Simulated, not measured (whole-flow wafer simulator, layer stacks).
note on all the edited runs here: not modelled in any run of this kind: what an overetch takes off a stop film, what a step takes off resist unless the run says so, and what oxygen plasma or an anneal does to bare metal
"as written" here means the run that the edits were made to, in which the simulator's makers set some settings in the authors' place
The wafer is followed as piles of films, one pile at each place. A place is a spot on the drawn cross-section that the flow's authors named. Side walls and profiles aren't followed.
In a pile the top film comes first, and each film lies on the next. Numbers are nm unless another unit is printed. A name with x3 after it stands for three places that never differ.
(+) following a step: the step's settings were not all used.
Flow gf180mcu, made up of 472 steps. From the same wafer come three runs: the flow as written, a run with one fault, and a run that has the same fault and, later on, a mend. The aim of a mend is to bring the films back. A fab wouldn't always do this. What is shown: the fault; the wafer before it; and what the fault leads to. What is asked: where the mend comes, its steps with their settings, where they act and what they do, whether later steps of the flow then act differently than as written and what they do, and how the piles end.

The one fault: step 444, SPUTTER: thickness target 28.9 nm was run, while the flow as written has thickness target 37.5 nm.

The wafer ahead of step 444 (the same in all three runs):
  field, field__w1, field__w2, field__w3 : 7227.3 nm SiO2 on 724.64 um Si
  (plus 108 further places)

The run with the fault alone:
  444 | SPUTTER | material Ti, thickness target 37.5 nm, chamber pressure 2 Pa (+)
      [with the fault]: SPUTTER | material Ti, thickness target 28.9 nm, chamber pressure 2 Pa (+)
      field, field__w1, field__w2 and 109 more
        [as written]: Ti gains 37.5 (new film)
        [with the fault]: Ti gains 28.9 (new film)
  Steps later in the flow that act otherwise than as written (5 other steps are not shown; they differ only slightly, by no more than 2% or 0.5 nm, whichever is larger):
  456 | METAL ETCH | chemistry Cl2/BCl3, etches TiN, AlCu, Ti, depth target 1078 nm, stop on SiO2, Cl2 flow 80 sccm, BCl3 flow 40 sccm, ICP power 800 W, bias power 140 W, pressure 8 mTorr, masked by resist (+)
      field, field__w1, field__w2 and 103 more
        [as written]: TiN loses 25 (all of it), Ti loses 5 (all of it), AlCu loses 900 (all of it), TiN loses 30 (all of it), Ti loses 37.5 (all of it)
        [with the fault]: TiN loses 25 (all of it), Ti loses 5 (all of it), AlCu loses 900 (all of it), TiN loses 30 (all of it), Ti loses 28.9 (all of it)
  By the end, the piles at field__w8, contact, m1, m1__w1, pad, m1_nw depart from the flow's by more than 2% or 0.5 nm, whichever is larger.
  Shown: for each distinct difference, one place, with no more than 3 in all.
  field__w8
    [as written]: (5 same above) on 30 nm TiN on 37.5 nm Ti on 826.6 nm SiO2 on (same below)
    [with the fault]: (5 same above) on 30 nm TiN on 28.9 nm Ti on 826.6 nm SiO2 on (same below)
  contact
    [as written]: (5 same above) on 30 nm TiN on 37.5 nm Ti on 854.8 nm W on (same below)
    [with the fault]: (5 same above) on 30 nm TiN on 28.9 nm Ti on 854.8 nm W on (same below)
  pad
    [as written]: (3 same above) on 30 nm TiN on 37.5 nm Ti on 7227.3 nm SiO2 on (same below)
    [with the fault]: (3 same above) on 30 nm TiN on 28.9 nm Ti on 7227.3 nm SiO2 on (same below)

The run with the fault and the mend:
  After step 444 comes the mend.
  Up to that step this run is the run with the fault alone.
  444a | SPUTTER | material Ti, thickness target 8.6 nm, chamber pressure 2 Pa (+) (a further turn of the flow's step 444, with different settings)
      field, field__w1, field__w2 and 109 more
        Ti gains 8.6
  Every later step of the flow that is run acts as written at every place that is followed.
  By the end, the piles equal the flow's at every place that both follow.
